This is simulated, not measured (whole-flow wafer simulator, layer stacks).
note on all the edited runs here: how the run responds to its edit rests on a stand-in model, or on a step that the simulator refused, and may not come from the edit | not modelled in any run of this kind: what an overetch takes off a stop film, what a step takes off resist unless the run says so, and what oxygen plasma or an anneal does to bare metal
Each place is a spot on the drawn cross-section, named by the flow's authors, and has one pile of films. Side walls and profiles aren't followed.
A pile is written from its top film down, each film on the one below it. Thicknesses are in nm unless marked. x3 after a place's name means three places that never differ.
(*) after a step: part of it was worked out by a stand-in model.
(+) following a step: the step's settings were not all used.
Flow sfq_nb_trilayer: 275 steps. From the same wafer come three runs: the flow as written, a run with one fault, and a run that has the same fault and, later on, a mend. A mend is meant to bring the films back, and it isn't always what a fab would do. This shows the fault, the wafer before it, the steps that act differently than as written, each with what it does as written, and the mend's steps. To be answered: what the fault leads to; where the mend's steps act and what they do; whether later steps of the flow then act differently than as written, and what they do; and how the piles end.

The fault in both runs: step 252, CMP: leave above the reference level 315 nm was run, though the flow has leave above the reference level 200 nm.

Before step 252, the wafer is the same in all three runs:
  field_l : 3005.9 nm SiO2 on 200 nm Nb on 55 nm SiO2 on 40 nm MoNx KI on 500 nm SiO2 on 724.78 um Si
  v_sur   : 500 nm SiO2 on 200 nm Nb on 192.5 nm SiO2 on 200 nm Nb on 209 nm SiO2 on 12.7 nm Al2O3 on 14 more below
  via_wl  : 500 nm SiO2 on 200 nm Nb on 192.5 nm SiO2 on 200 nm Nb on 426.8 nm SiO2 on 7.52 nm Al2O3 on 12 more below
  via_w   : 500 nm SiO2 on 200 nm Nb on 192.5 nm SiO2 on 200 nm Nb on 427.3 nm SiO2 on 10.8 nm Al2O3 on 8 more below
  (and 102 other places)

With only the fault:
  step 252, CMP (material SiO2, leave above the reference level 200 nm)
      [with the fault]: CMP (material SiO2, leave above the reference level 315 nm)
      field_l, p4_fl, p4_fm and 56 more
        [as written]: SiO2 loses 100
        [with the fault]: nothing
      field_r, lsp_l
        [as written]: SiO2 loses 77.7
        [with the fault]: nothing
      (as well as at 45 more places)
  Later steps of the flow acting differently than as written (not shown: 5 more steps that differ only slightly, by at most 2% or 0.5 nm, whichever is larger):
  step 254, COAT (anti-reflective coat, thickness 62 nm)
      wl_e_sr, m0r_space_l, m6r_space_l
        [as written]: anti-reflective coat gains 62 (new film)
        [with the fault]: anti-reflective coat gains 64.1 (new film)
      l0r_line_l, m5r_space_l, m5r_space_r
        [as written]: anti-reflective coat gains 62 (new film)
        [with the fault]: anti-reflective coat gains 63.3 (new film)
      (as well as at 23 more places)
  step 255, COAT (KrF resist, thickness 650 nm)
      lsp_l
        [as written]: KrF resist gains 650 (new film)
        [with the fault]: KrF resist gains 665.5 (new film)
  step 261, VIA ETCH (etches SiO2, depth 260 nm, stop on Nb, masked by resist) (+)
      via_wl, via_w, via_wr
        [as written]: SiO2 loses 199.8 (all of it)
        [with the fault]: SiO2 loses 260
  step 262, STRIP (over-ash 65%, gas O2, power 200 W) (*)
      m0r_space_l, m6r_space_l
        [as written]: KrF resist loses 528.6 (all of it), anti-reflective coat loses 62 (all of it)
        [with the fault]: KrF resist loses 530.9 (all of it), anti-reflective coat loses 64.1 (all of it)
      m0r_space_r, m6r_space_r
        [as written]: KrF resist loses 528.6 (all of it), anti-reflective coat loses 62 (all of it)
        [with the fault]: KrF resist loses 530.8 (all of it), anti-reflective coat loses 64.2 (all of it)
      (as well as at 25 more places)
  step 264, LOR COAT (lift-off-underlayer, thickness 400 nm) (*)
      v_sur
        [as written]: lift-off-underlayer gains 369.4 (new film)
        [with the fault]: lift-off-underlayer gains 357.3 (new film)
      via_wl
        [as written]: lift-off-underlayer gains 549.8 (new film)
        [with the fault]: lift-off-underlayer gains 589.9 (new film)
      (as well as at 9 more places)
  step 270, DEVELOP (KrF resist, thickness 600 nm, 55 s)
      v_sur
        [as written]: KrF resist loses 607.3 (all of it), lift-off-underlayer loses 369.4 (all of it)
        [with the fault]: KrF resist loses 606.7 (all of it), lift-off-underlayer loses 357.3 (all of it)
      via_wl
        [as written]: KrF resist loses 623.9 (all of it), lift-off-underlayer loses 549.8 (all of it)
        [with the fault]: KrF resist loses 630.6 (all of it), lift-off-underlayer loses 589.9 (all of it)
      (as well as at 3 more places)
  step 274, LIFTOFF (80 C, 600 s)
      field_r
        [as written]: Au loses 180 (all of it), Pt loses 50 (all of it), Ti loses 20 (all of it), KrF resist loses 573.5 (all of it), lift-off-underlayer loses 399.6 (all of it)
        [with the fault]: Au loses 180 (all of it), Pt loses 50 (all of it), Ti loses 20 (all of it), KrF resist loses 577 (all of it), lift-off-underlayer loses 423.1 (all of it)
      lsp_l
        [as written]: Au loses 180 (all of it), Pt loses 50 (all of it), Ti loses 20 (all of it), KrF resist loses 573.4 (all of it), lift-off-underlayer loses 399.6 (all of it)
        [with the fault]: Au loses 180 (all of it), Pt loses 50 (all of it), Ti loses 20 (all of it), KrF resist loses 577.9 (all of it), lift-off-underlayer loses 421.7 (all of it)
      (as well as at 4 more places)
  By the end, the piles at field_l, v_sur, via_wl and 103 more depart from the flow's by more than 2% or 0.5 nm, whichever is larger.
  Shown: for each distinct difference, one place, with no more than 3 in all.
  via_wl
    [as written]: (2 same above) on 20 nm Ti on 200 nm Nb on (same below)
    [with the fault]: (2 same above) on 20 nm Ti on 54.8 nm SiO2 on 200 nm Nb on (same below)
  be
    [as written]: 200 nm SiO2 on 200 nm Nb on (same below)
    [with the fault]: 315 nm SiO2 on 200 nm Nb on (same below)
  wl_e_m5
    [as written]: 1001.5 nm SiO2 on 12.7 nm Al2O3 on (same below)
    [with the fault]: 1101.5 nm SiO2 on 12.7 nm Al2O3 on (same below)

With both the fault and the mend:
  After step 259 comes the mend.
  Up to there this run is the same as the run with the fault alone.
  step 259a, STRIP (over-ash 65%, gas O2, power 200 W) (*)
      be, be_sur, gap, jj_sur, ce_l
        KrF resist loses 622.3 (all of it), anti-reflective coat loses 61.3 (all of it)
      wl_j_sl, wl_jj, wl_j_sr, wl_a_sl, wl_g_sr
        KrF resist loses 623.6 (all of it), anti-reflective coat loses 61.6 (all of it)
      p4_w1, p3_s3, p3_l4, p3_s4
        KrF resist loses 625.6 (all of it), anti-reflective coat loses 62.1 (all of it)
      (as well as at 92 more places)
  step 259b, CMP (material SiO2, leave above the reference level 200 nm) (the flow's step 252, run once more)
      field_l, p4_fl, p4_fm and 56 more
        SiO2 loses 100
      v_sur, via_wl, via_w and 40 more
        SiO2 loses 115
      field_r, lsp_l
        SiO2 loses 77.7
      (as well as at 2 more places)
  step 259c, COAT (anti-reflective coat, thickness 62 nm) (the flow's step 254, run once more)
      field_l, v_sur, via_wl and 103 more
        anti-reflective coat gains 62 (new film)
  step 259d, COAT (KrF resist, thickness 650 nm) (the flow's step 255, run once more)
      field_l, v_sur, via_wl and 103 more
        KrF resist gains 650 (new film)
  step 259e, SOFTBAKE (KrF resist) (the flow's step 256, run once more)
      leaves every film unchanged at each place that is followed
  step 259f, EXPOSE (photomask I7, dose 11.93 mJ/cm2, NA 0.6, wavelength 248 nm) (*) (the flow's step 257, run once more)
      leaves every film unchanged at each place that is followed
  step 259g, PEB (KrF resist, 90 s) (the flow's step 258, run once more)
      field_l, v_sur, via_wl and 103 more
        KrF resist loses 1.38
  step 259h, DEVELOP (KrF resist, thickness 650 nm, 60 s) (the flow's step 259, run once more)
      field_l, v_sur, via_sp and 100 more
        KrF resist loses 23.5
      via_wl, via_w, via_wr
        KrF resist loses 648.6 (all of it)
  Later steps of the flow that are run all act as written at every place that is followed.
  The piles end the same as the flow's at every place that both follow.
